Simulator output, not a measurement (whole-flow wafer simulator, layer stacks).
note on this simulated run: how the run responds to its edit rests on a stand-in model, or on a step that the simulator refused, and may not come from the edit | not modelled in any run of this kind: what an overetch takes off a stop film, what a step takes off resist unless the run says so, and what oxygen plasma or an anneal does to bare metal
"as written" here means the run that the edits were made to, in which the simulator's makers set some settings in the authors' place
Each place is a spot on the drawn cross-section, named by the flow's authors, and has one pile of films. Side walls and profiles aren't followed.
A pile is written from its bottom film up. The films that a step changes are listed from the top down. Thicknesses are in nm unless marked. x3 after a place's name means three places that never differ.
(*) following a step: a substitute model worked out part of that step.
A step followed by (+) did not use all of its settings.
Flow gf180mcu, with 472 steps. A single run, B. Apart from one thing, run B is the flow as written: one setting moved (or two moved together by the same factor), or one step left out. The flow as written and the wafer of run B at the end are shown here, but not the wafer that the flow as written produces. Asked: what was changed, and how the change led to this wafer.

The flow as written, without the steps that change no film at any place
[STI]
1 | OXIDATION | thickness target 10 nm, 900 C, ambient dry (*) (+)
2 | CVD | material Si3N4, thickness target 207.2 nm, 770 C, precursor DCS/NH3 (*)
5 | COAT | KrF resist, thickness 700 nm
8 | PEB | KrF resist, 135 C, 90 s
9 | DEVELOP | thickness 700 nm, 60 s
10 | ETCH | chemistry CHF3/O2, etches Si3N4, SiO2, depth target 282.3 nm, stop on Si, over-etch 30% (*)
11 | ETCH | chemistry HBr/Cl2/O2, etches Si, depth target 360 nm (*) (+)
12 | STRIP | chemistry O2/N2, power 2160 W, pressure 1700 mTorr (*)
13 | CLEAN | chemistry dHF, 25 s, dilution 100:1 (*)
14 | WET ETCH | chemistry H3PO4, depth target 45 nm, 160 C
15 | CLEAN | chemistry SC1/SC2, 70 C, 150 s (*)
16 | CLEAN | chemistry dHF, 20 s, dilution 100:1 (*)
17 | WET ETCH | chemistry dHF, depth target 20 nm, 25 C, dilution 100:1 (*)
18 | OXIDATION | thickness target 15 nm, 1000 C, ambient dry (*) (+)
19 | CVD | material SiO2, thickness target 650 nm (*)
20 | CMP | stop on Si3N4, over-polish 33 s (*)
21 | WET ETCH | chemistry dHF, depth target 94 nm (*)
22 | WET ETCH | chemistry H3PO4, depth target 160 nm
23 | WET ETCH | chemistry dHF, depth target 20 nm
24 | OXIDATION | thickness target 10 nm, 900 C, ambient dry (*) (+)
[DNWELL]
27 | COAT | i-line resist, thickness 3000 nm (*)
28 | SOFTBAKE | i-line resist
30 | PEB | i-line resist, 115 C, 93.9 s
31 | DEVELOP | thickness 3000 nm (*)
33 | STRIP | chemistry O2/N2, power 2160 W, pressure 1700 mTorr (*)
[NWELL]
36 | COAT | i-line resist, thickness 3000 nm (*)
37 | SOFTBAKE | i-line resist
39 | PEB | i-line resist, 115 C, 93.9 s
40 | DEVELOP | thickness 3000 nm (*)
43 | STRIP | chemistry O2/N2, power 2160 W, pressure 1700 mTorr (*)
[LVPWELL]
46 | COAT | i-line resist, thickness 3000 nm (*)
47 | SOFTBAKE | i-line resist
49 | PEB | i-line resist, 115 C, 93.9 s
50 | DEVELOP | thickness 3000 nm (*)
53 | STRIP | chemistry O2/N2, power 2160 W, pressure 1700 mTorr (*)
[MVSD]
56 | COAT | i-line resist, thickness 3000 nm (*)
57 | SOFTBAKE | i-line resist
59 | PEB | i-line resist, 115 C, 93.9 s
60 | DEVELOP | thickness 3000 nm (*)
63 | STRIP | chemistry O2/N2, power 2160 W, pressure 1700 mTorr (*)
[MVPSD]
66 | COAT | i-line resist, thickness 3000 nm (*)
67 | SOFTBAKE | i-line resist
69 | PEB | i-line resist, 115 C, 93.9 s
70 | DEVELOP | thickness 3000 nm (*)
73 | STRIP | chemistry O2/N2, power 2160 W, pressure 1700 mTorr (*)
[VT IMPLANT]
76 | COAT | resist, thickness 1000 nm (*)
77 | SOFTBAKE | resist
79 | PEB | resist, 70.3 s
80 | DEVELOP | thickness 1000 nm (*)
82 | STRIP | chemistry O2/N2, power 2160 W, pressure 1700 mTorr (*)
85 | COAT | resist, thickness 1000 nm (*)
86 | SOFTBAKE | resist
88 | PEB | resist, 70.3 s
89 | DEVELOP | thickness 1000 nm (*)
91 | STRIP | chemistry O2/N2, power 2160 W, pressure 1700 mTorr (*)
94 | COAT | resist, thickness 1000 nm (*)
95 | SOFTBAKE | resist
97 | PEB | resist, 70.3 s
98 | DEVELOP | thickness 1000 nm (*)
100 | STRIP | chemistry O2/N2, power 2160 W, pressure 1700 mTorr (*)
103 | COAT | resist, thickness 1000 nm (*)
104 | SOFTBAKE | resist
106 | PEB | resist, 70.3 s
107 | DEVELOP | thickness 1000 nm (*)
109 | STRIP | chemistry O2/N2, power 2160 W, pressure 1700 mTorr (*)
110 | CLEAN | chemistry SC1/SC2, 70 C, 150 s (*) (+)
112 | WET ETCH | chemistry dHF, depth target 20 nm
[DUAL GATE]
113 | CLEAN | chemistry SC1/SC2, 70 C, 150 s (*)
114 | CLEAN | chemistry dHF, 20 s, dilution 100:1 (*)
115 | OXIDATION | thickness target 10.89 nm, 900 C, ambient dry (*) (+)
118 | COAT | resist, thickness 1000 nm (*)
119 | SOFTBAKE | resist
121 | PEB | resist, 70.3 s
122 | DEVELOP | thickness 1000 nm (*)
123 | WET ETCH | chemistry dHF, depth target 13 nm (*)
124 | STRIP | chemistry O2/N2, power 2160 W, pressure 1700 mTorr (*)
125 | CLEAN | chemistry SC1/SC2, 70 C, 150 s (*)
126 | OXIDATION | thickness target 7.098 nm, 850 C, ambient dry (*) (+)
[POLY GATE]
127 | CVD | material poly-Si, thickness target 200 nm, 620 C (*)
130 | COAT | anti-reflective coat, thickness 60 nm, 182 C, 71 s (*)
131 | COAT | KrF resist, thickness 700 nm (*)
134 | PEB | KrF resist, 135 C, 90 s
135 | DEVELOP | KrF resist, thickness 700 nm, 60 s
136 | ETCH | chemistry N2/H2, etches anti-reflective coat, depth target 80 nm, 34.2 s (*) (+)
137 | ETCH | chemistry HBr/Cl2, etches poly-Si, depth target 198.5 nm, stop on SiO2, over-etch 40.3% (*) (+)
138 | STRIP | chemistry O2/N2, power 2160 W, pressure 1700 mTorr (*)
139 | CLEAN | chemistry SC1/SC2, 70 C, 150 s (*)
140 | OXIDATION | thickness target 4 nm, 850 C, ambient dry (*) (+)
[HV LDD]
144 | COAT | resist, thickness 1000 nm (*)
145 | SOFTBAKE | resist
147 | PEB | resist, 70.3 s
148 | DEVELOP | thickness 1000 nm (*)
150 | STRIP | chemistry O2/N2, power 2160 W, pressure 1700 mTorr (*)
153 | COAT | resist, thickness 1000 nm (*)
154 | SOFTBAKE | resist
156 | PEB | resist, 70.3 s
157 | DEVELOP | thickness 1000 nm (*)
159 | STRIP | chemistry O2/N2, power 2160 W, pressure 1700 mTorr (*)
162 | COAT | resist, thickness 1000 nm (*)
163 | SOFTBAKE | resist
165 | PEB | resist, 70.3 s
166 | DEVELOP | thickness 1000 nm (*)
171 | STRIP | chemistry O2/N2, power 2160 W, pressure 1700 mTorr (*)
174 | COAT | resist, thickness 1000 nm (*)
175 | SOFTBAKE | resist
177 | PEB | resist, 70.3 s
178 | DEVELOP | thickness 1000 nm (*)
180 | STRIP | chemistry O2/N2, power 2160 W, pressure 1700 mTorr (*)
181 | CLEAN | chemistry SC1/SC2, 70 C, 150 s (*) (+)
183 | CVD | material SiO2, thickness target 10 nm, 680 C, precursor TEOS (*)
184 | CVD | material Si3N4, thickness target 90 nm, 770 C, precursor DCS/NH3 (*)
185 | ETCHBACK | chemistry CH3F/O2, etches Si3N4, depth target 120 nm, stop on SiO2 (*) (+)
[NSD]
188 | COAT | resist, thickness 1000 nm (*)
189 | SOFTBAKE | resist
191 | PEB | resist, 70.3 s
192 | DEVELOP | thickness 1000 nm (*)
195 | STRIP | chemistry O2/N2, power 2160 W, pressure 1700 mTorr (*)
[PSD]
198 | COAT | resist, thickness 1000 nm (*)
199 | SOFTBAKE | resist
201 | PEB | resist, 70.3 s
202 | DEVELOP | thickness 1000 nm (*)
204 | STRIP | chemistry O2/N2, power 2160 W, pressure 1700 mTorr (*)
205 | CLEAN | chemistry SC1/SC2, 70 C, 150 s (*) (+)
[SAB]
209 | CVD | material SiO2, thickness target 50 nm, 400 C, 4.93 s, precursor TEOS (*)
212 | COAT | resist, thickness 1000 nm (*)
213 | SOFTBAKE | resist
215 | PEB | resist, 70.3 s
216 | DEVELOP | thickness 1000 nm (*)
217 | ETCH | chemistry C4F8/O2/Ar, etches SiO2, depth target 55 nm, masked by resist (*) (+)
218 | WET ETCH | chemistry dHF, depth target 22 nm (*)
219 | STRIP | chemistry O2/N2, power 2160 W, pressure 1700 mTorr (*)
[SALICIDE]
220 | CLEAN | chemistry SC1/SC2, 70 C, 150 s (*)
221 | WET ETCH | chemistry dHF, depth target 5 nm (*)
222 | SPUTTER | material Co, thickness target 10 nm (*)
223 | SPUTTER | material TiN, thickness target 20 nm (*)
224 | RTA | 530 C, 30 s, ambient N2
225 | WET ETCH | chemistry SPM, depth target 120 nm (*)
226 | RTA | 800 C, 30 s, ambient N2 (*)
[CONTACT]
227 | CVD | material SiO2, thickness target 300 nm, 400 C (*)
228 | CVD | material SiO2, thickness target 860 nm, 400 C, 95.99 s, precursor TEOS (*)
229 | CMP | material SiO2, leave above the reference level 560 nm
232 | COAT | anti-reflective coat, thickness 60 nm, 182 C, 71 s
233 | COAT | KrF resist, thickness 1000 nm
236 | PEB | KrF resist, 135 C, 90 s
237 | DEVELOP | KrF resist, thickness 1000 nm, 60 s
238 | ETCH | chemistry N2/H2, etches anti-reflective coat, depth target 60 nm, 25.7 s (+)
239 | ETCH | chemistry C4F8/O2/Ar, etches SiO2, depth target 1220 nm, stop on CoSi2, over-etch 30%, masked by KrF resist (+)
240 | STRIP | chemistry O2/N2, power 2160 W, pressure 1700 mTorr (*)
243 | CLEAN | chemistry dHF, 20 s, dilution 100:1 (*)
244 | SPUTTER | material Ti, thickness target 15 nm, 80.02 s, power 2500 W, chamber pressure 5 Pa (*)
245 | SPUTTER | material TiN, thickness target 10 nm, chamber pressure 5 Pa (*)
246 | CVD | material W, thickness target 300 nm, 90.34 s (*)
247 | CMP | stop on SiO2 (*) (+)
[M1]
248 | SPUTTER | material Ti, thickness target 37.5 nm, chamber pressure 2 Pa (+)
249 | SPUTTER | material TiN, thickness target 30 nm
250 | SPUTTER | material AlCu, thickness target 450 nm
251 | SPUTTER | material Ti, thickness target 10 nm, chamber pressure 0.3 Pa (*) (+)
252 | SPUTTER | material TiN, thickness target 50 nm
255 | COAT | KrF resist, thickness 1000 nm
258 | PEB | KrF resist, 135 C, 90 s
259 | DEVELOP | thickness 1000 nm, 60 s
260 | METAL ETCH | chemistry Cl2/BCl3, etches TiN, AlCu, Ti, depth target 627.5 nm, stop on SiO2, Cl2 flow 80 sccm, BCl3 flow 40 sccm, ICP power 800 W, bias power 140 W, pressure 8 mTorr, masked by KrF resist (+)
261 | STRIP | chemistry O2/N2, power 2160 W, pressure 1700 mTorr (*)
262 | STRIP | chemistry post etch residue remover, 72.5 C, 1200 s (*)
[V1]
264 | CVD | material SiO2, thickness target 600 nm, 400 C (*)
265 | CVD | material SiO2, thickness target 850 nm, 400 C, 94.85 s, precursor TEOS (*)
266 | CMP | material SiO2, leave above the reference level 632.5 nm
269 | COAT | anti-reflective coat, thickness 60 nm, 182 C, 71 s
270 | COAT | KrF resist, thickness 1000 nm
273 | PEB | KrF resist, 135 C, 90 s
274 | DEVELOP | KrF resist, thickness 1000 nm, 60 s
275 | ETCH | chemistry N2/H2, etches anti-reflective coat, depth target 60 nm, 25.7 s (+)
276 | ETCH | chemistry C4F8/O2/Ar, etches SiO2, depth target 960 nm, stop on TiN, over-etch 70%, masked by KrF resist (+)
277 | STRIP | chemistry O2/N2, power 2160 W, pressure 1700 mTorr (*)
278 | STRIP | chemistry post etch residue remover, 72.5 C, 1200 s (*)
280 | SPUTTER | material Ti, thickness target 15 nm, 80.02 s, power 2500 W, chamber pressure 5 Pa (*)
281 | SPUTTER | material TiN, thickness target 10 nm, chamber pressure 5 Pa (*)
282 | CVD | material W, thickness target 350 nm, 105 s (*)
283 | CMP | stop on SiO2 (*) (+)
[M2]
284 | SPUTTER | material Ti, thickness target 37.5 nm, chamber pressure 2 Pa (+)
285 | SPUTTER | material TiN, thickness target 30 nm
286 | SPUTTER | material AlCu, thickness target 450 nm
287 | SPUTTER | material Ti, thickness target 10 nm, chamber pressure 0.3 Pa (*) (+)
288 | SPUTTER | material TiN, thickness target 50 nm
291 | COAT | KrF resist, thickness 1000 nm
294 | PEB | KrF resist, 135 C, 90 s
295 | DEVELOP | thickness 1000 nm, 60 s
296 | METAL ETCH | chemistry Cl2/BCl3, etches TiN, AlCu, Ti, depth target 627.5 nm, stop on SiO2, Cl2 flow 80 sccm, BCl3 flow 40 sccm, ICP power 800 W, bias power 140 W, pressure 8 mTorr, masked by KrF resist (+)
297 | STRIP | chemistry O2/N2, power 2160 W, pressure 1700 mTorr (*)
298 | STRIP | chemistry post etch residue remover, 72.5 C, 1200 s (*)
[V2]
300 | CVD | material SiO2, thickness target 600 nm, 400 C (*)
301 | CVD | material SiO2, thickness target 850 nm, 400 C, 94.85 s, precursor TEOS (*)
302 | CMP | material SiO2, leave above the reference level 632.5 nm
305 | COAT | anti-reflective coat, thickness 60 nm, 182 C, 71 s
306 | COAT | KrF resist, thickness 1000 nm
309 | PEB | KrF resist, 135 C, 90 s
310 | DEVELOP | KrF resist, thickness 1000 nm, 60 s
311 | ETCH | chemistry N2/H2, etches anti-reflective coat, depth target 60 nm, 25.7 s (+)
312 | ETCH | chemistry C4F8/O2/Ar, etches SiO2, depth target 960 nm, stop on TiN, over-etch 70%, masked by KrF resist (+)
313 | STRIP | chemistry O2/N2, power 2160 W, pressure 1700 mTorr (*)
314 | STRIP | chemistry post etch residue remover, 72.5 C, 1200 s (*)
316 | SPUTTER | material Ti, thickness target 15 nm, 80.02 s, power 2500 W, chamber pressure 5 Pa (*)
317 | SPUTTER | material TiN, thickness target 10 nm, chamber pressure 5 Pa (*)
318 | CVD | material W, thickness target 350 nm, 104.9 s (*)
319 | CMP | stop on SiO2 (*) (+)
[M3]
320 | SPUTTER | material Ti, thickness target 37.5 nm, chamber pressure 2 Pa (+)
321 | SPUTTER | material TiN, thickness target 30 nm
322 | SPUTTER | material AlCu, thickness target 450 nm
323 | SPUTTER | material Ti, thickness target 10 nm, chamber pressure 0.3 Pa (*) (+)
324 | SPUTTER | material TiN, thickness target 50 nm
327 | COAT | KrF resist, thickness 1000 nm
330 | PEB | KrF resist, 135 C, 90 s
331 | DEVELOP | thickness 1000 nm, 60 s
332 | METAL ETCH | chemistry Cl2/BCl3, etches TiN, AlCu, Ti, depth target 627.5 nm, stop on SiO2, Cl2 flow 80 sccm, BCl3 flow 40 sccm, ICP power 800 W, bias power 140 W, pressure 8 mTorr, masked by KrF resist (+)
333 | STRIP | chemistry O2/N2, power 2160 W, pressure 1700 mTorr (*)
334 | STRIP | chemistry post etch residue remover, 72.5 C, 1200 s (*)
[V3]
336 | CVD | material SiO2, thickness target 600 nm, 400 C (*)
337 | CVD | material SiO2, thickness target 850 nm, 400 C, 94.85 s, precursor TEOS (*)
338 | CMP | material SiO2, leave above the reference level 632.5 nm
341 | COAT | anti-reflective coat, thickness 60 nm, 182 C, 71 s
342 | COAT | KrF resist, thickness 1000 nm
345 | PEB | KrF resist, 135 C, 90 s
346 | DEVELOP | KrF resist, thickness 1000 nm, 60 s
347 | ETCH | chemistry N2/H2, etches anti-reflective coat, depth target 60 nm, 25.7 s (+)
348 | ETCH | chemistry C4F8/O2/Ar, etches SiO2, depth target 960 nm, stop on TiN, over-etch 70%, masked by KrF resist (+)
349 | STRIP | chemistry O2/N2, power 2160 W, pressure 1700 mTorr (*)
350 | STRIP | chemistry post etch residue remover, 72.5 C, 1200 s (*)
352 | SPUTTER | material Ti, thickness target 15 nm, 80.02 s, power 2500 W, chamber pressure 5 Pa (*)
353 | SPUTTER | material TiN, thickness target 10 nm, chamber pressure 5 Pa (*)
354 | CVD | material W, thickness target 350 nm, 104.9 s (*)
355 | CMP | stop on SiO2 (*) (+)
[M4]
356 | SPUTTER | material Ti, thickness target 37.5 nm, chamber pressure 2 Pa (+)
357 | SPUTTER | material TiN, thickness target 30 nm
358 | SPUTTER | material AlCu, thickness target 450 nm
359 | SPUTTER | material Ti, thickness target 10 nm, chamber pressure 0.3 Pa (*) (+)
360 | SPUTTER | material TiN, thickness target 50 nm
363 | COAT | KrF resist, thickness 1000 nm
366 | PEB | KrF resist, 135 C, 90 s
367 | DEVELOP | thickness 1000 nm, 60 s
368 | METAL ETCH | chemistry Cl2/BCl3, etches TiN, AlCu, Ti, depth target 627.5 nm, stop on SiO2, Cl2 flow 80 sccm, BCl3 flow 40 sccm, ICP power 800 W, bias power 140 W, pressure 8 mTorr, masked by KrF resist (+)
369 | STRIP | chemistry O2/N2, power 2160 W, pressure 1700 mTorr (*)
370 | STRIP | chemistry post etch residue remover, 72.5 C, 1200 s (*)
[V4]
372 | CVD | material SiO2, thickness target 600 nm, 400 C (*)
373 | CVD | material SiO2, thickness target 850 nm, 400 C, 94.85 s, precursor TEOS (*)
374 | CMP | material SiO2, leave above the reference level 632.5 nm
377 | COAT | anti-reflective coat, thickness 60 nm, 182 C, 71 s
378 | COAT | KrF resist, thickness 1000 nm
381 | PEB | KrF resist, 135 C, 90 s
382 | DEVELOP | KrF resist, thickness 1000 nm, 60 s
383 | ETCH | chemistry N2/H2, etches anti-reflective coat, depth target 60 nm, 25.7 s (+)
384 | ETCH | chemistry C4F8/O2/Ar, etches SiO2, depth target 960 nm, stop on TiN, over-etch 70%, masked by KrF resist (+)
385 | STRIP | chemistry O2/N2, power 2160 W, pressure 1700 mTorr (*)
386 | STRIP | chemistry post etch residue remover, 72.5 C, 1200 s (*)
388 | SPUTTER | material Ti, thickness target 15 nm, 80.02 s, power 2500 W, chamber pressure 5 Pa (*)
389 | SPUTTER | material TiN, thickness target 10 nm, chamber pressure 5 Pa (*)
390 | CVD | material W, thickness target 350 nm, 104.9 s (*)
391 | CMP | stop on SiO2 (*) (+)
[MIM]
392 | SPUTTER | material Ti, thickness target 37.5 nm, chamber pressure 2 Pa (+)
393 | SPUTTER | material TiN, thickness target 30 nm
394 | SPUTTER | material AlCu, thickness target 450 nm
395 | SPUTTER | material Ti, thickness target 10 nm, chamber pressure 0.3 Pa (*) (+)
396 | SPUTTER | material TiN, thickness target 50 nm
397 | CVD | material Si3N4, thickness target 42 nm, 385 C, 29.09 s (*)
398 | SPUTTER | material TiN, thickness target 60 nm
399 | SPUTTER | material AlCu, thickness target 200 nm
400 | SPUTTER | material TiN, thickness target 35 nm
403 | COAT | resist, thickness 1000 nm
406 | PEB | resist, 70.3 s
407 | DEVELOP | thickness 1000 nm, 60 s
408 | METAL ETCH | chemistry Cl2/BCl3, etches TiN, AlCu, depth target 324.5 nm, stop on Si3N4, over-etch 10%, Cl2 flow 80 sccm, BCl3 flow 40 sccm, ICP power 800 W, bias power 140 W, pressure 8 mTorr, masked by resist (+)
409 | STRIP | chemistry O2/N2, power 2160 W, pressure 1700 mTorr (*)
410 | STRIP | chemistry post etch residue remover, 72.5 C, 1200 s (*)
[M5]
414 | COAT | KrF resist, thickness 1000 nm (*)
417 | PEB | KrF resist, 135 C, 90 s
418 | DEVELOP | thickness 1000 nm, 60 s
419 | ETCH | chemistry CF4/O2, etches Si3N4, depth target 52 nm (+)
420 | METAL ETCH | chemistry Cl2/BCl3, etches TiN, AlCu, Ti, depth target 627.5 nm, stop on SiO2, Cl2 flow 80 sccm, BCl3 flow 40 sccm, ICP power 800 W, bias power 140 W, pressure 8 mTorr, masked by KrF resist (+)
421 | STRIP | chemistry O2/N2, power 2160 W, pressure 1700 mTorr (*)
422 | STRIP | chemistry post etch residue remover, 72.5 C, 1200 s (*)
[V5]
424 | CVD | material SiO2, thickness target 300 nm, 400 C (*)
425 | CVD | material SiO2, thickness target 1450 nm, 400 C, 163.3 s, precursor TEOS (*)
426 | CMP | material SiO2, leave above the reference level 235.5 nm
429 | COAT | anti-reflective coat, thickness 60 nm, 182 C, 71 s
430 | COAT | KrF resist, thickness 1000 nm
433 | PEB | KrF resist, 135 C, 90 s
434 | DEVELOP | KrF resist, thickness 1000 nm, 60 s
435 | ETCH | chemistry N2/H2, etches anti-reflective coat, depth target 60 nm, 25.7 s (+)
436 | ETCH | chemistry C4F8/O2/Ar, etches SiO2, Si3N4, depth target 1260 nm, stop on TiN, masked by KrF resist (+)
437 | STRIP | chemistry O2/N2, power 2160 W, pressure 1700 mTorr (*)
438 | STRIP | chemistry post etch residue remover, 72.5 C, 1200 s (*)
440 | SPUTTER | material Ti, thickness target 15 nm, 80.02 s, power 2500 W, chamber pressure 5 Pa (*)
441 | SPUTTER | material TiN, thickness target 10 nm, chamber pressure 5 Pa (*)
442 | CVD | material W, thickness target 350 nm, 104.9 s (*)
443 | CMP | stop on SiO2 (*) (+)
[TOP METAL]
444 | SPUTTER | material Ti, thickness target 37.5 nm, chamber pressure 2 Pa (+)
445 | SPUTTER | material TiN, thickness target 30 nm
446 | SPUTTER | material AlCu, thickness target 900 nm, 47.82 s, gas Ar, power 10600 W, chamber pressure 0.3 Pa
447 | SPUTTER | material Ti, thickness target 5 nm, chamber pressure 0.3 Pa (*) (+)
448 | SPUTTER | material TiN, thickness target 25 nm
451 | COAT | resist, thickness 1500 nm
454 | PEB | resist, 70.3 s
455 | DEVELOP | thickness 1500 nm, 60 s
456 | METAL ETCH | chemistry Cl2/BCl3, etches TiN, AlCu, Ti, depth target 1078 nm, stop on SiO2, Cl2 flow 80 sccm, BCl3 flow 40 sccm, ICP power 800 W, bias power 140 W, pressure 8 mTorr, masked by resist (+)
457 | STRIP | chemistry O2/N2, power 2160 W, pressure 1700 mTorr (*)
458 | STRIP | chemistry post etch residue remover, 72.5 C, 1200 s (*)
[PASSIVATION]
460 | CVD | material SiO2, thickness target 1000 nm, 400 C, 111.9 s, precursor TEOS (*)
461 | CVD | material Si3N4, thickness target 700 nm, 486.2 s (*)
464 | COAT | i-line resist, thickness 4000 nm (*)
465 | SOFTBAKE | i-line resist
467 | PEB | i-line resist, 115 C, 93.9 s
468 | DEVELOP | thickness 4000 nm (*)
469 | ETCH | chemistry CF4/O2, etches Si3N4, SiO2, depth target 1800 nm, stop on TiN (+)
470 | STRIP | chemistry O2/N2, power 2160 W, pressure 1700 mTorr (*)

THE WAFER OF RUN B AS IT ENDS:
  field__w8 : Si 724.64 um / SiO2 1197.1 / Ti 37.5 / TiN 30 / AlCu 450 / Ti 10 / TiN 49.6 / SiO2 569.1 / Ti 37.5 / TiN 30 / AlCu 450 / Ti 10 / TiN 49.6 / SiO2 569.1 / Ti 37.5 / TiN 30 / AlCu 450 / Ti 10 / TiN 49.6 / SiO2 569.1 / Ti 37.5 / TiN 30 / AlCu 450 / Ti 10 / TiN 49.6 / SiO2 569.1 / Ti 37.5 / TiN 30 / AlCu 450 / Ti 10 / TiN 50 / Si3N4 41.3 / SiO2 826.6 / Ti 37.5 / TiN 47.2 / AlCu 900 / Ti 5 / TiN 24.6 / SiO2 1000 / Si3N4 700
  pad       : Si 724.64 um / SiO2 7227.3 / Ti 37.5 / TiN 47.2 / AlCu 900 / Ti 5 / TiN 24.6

Cause: step 445, SPUTTER: thickness target 47.2 nm was run, whereas the flow has thickness target 30 nm.
One can read it off the wafer: field__w8 has TiN 47.2, and step 445 as written asks for 30 nm.

How this came from the change, step by step:
  445 | SPUTTER | material TiN, thickness target 30 nm
      field, field__w1, field__w2 and 109 more: TiN gains 47.2 (new film) (it would be, as written: TiN gains 30 (new film))
  456 | METAL ETCH | chemistry Cl2/BCl3, etches TiN, AlCu, Ti, depth target 1078 nm, stop on SiO2, Cl2 flow 80 sccm, BCl3 flow 40 sccm, ICP power 800 W, bias power 140 W, pressure 8 mTorr, masked by resist (+)
      field, field__w1, field__w2 and 103 more: TiN loses 25 (all of it), Ti loses 5 (all of it), AlCu loses 900 (all of it), TiN loses 47.2 (all of it), Ti loses 37.5 (all of it) (it would be, as written: TiN loses 25 (all of it), Ti loses 5 (all of it), AlCu loses 900 (all of it), TiN loses 30 (all of it), Ti loses 37.5 (all of it))
  465 | SOFTBAKE | i-line resist
      gate: i-line resist loses 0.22 (it would be, as written: i-line resist gains 1.79)
      ld_fp_p, ld_drift_p: i-line resist gains 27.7 (it would be, as written: i-line resist gains 33.8)
      (and at 64 other places as well)
